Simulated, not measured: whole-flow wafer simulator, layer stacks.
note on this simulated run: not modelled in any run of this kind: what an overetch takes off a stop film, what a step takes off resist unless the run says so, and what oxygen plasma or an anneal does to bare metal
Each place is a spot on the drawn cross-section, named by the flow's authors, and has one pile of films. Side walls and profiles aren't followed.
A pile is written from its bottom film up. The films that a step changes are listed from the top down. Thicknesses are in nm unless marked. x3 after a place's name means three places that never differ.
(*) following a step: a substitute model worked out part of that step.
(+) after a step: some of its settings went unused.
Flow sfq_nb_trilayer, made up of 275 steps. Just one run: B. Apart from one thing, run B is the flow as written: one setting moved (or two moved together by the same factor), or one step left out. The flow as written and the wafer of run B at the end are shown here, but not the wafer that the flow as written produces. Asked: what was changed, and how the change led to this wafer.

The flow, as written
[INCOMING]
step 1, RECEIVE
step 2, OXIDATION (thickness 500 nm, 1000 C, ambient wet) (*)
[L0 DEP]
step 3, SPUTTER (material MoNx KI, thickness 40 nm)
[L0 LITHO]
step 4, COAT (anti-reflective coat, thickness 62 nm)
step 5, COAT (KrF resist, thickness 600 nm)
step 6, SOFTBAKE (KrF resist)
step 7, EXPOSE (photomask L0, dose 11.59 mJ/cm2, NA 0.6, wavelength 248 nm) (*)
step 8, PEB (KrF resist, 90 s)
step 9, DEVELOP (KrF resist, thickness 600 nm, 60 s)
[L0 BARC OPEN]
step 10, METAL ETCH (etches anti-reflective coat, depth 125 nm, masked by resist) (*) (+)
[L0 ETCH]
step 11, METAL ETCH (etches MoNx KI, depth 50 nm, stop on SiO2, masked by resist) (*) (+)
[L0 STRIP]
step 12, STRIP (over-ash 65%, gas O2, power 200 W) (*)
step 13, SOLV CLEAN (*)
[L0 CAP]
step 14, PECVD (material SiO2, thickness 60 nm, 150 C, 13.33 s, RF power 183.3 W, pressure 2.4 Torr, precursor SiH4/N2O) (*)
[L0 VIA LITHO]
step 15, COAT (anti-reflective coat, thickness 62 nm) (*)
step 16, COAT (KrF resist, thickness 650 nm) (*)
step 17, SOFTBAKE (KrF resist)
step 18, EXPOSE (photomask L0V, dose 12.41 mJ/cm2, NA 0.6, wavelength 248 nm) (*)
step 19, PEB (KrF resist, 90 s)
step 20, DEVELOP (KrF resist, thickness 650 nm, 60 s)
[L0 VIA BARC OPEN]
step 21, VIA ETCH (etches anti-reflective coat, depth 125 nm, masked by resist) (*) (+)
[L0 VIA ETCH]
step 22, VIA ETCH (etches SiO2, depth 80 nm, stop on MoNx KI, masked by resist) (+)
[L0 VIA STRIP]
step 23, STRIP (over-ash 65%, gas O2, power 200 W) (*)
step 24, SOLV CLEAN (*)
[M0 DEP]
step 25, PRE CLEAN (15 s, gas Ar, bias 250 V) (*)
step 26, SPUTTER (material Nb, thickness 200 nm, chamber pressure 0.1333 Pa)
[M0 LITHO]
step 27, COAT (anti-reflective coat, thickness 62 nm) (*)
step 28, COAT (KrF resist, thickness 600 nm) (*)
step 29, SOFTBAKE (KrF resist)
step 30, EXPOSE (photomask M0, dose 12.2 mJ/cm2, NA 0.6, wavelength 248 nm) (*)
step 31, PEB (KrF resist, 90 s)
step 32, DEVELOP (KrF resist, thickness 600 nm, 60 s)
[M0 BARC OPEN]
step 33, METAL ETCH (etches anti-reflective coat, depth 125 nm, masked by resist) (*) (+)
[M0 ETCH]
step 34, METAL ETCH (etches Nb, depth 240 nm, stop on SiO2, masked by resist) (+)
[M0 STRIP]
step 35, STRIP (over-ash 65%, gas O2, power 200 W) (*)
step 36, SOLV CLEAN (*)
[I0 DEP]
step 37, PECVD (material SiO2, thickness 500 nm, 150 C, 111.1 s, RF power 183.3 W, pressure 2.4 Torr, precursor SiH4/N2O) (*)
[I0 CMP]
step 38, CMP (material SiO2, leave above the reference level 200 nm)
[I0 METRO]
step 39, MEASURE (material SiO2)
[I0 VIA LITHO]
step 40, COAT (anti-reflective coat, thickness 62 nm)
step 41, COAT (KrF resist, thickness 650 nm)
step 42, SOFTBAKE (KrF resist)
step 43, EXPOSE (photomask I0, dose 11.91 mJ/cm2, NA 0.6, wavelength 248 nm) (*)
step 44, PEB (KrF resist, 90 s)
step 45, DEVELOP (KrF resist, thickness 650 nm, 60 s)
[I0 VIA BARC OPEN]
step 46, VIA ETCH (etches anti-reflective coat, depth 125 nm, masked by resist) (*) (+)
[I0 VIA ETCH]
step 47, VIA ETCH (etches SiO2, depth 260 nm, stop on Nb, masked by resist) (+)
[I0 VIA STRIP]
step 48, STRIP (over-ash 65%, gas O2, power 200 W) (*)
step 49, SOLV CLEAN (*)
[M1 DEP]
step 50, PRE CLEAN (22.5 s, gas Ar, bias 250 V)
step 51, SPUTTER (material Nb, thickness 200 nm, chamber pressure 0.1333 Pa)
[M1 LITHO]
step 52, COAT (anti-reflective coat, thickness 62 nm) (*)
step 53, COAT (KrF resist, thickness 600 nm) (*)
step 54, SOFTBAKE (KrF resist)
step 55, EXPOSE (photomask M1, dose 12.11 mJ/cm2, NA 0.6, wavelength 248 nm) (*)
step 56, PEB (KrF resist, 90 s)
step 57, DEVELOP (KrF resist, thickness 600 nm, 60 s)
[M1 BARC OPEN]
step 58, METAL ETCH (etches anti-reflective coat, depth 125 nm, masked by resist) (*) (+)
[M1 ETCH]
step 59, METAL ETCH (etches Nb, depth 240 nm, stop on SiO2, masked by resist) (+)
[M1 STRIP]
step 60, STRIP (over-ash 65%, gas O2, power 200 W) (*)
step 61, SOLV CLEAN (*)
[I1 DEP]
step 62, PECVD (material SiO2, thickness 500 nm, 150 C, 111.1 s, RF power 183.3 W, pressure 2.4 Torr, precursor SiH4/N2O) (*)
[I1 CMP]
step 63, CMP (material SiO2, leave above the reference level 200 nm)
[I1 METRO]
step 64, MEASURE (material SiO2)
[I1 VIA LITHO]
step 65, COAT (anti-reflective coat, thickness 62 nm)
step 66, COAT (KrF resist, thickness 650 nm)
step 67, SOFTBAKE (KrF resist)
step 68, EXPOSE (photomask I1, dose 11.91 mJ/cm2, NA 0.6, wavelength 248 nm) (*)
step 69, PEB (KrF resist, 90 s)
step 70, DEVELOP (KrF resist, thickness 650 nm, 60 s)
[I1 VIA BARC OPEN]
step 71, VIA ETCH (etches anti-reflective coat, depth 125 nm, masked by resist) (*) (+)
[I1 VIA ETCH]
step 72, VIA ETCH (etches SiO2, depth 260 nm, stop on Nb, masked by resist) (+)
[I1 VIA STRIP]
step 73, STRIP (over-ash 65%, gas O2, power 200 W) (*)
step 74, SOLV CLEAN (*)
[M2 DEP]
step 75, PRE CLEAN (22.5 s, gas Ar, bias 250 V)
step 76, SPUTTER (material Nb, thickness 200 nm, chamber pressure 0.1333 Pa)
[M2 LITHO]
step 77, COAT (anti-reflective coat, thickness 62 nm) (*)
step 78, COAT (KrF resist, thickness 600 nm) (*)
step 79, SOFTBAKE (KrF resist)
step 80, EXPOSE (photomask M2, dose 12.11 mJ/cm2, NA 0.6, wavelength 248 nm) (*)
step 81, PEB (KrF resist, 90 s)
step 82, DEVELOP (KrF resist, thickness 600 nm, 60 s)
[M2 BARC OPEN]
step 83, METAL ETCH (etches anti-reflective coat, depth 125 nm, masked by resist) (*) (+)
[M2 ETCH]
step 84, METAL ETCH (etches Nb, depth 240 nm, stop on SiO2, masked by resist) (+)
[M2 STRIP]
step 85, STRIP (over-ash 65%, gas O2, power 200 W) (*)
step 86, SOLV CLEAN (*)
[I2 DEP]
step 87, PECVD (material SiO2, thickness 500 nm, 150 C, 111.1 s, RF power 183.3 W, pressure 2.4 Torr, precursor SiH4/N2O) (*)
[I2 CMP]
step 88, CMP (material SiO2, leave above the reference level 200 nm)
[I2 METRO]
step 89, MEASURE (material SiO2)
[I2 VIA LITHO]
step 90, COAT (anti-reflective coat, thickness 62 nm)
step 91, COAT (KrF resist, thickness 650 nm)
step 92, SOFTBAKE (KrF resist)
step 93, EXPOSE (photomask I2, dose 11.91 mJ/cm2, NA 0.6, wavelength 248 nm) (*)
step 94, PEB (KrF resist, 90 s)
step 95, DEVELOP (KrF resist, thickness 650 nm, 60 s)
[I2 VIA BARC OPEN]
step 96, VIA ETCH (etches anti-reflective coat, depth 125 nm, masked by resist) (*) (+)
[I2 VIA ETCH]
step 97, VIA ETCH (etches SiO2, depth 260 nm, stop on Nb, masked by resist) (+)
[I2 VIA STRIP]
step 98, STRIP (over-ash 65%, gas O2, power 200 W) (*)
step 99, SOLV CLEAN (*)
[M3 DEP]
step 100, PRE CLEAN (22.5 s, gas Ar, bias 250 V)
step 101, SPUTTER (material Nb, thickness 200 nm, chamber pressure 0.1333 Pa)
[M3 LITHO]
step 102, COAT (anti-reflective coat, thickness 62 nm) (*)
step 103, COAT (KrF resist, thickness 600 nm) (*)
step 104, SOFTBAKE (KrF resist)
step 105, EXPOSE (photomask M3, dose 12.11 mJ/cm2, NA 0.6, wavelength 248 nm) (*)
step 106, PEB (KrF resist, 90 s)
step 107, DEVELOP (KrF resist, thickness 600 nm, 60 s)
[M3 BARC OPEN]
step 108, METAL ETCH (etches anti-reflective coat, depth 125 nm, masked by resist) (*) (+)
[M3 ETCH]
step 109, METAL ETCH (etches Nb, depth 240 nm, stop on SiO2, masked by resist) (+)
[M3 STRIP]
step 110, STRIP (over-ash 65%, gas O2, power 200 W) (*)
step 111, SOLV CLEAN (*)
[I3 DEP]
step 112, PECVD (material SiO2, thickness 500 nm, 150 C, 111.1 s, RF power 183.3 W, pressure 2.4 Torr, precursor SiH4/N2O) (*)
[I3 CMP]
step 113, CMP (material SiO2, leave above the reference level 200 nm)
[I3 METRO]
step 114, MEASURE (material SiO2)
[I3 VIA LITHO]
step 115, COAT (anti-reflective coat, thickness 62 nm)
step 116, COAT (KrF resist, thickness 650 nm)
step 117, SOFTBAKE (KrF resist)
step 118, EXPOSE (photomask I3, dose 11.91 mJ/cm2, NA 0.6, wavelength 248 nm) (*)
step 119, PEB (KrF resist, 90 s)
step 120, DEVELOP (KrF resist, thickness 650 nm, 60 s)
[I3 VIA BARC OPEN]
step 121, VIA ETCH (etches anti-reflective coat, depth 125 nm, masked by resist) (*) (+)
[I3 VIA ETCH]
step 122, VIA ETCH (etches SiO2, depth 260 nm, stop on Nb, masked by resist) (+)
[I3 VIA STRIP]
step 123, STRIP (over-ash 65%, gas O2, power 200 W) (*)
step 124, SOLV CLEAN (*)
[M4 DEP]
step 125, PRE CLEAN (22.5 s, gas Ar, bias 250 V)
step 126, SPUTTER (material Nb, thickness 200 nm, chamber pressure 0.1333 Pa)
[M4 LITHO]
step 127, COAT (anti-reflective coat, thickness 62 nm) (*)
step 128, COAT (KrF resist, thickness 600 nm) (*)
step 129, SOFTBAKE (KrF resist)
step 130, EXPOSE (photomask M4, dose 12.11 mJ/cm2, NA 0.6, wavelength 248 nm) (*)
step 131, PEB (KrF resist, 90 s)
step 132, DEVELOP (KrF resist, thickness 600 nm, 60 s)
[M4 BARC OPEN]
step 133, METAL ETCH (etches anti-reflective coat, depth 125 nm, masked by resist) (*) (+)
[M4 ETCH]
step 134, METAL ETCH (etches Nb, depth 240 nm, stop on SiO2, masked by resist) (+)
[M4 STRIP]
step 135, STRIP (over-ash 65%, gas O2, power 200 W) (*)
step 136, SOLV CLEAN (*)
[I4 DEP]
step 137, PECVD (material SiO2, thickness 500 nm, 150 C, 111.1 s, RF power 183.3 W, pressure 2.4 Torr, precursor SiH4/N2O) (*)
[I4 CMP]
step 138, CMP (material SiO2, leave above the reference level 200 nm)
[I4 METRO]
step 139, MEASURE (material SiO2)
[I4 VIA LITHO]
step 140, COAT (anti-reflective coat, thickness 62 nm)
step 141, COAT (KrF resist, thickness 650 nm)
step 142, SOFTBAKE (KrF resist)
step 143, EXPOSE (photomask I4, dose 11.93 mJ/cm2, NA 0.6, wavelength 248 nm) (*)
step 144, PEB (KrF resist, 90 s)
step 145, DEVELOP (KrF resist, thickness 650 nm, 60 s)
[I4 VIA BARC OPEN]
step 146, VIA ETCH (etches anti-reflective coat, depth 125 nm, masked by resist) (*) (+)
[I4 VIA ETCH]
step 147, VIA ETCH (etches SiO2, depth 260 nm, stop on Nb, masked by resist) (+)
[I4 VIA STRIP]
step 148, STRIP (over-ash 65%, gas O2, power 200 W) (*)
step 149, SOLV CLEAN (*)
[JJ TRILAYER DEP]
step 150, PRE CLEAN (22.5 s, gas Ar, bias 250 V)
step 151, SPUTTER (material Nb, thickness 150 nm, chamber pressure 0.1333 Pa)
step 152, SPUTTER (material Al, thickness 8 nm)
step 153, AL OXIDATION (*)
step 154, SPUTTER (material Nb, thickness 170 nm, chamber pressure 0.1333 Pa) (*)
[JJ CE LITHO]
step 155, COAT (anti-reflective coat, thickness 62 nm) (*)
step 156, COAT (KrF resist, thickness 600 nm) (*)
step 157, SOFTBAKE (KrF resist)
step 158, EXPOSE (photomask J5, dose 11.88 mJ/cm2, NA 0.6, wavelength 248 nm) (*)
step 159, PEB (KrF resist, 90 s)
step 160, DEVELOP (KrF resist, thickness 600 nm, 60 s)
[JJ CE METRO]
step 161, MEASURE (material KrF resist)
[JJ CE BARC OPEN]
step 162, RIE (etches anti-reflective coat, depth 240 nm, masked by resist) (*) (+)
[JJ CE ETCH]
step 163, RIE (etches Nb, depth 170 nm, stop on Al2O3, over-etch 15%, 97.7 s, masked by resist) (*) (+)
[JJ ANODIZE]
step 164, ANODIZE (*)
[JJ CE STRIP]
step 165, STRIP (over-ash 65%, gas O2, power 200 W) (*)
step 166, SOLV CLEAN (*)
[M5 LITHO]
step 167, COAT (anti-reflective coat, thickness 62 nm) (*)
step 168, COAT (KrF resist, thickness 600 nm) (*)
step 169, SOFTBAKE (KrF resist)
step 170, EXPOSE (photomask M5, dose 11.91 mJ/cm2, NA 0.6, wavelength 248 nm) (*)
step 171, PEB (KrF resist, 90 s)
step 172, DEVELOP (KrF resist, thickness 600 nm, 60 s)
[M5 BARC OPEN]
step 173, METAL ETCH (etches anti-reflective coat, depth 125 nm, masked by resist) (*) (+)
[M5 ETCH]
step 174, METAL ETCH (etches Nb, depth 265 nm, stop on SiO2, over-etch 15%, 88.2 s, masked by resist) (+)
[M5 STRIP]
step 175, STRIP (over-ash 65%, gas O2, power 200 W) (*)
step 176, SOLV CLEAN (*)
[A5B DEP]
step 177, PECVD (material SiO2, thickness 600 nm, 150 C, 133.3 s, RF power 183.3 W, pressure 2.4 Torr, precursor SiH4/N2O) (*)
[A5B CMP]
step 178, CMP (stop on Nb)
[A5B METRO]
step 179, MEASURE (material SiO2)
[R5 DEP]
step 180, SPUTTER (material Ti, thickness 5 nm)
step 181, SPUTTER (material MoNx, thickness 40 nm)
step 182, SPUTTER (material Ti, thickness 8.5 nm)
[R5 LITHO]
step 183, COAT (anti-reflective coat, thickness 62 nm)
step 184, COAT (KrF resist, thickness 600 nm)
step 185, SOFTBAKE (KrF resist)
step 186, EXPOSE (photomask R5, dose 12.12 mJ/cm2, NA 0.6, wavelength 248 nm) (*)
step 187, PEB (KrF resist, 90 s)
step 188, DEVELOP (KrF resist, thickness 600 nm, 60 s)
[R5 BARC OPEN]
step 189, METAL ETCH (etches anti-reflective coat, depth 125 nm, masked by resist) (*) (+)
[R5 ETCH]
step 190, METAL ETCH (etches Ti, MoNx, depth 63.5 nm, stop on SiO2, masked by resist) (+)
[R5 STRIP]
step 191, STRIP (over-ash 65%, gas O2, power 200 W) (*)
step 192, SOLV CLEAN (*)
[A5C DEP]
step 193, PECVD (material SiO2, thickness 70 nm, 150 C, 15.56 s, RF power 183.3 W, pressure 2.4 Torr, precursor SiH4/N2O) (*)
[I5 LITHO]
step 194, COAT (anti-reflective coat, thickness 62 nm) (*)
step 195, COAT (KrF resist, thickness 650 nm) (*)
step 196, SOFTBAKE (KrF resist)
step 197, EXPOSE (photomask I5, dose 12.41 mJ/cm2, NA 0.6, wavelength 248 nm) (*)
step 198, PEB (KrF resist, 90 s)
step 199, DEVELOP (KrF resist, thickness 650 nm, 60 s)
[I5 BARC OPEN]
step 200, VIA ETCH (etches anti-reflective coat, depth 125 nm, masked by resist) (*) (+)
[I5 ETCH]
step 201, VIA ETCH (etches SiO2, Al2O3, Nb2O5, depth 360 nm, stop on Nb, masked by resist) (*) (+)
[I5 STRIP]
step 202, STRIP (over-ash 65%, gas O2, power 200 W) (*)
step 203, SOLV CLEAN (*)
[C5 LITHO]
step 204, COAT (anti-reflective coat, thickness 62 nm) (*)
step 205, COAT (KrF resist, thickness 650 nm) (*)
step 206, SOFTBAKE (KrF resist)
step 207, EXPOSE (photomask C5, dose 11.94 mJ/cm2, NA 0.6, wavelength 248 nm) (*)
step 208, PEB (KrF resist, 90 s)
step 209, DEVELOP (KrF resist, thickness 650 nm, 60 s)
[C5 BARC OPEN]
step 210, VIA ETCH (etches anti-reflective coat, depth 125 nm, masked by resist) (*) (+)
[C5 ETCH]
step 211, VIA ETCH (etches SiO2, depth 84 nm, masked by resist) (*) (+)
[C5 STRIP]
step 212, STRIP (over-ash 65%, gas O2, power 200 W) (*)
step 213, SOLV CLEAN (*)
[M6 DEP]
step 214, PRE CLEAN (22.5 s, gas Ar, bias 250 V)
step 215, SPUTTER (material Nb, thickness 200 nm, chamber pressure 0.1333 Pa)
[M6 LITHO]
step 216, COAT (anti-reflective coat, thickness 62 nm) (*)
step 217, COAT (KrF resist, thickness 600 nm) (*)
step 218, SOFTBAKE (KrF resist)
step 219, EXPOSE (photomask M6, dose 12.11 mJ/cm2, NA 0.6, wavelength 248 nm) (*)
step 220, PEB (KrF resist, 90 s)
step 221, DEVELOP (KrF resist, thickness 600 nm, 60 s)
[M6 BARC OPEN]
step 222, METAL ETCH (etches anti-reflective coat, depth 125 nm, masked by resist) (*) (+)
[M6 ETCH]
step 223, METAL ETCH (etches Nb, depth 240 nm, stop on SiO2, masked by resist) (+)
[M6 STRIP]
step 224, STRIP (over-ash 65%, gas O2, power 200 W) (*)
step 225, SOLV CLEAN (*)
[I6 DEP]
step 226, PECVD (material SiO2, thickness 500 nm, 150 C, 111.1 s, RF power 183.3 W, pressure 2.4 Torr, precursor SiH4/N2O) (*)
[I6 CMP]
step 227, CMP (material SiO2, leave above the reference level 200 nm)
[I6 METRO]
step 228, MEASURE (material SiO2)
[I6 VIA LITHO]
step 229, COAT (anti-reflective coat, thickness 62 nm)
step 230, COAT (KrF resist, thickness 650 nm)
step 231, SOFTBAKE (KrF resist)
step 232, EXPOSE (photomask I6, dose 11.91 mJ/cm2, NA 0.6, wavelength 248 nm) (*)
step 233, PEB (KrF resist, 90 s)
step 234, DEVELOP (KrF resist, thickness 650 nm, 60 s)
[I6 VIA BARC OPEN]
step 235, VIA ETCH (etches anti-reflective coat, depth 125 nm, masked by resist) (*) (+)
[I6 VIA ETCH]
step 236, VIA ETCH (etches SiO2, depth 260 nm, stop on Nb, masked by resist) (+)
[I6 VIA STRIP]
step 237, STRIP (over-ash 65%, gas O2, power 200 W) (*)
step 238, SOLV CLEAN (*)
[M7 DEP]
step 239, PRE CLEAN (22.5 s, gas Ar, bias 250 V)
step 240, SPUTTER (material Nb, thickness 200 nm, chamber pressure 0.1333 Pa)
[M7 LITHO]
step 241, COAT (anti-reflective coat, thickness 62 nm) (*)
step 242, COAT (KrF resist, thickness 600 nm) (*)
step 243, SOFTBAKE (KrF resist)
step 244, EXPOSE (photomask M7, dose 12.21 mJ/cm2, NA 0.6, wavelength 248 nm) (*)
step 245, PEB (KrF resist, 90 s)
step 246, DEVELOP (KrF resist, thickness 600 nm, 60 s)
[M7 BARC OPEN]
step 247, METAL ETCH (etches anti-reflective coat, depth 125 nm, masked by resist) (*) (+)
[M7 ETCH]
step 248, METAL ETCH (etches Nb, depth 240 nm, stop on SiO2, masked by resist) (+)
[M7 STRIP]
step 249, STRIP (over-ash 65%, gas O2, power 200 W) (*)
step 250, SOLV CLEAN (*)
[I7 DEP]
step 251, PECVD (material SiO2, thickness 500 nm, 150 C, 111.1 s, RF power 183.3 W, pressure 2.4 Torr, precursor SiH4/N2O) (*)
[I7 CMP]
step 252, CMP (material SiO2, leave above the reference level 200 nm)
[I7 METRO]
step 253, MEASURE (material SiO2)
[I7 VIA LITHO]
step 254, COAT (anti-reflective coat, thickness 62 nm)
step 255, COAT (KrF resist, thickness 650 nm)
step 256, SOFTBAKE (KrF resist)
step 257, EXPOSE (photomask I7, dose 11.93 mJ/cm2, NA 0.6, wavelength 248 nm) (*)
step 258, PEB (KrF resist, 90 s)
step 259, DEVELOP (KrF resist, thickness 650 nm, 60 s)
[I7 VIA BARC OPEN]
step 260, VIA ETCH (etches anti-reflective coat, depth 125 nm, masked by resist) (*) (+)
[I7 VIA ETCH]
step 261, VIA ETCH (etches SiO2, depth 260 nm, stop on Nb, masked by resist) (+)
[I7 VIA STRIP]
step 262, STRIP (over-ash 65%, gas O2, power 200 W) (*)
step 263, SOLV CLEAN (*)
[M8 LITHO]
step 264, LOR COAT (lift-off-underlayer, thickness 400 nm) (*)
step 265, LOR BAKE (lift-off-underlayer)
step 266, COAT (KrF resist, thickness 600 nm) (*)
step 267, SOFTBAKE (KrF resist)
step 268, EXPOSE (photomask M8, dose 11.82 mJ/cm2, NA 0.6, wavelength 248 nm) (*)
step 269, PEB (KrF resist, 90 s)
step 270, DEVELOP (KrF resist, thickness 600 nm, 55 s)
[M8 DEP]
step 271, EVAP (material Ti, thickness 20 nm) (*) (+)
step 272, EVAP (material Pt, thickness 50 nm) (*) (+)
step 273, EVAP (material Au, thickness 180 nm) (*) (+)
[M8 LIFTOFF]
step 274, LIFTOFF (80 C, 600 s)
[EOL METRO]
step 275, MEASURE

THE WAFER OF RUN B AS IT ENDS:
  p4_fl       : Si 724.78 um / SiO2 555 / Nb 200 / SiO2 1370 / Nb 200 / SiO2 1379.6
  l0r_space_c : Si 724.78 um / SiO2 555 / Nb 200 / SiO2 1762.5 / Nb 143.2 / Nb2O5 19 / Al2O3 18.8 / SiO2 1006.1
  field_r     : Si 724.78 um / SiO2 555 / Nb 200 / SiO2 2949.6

The reason: step 152, SPUTTER: thickness 11.7 nm was run, whereas the flow has thickness 8 nm.

How this came from the change, step by step:
  step 152, SPUTTER (material Al, thickness 8 nm)
      field_l, v_sur, via_sp and 100 more: +11.7 Al (new film) (in the flow as written it would be: +8 Al (new film))
      via_wl, via_wr: +7.51 Al (new film) (in the flow as written it would be: +5.14 Al (new film))
      (as well as at 1 more place)
  step 164, ANODIZE (*)
      field_l, v_sur, via_sp and 96 more: +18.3 Al2O3, +19 Nb2O5 (new film), -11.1 Al (all of it), -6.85 Nb (in the flow as written it would be: +12.2 Al2O3, +29.9 Nb2O5 (new film), -7.42 Al (all of it), -10.8 Nb)
      via_wl, via_wr: +11.4 Al2O3 (new film), +32.2 Nb2O5 (new film), -6.93 Al (all of it), -11.6 Nb (in the flow as written it would be: +7.52 Al2O3 (new film), +39.2 Nb2O5 (new film), -4.56 Al (all of it), -14.1 Nb)
      (as well as at 1 more place)
  step 167, COAT (anti-reflective coat, thickness 62 nm) (*)
      ce_l: +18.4 anti-reflective coat (new film) (in the flow as written it would be: +19.6 anti-reflective coat (new film))
  step 174, METAL ETCH (etches Nb, depth 265 nm, stop on SiO2, over-etch 15%, 88.2 s, masked by resist) (+)
      field_l, r_sur, res and 50 more: -18.7 Al2O3 (all of it), -19 Nb2O5 (all of it), -143.2 Nb (all of it), -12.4 SiO2 (in the flow as written it would be: -12.6 Al2O3 (all of it), -29.9 Nb2O5 (all of it), -139.2 Nb (all of it), -12.3 SiO2)
  step 175, STRIP (over-ash 65%, gas O2, power 200 W) (*)
      ce_l: -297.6 KrF resist (all of it), -18.4 anti-reflective coat (all of it) (in the flow as written it would be: -299.6 KrF resist (all of it), -19.6 anti-reflective coat (all of it))
  step 201, VIA ETCH (etches SiO2, Al2O3, Nb2O5, depth 360 nm, stop on Nb, masked by resist) (*) (+)
      be: -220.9 SiO2 (all of it), -18.8 Al2O3 (all of it), -19 Nb2O5 (all of it) (in the flow as written it would be: -216.4 SiO2 (all of it), -12.7 Al2O3 (all of it), -29.9 Nb2O5 (all of it))
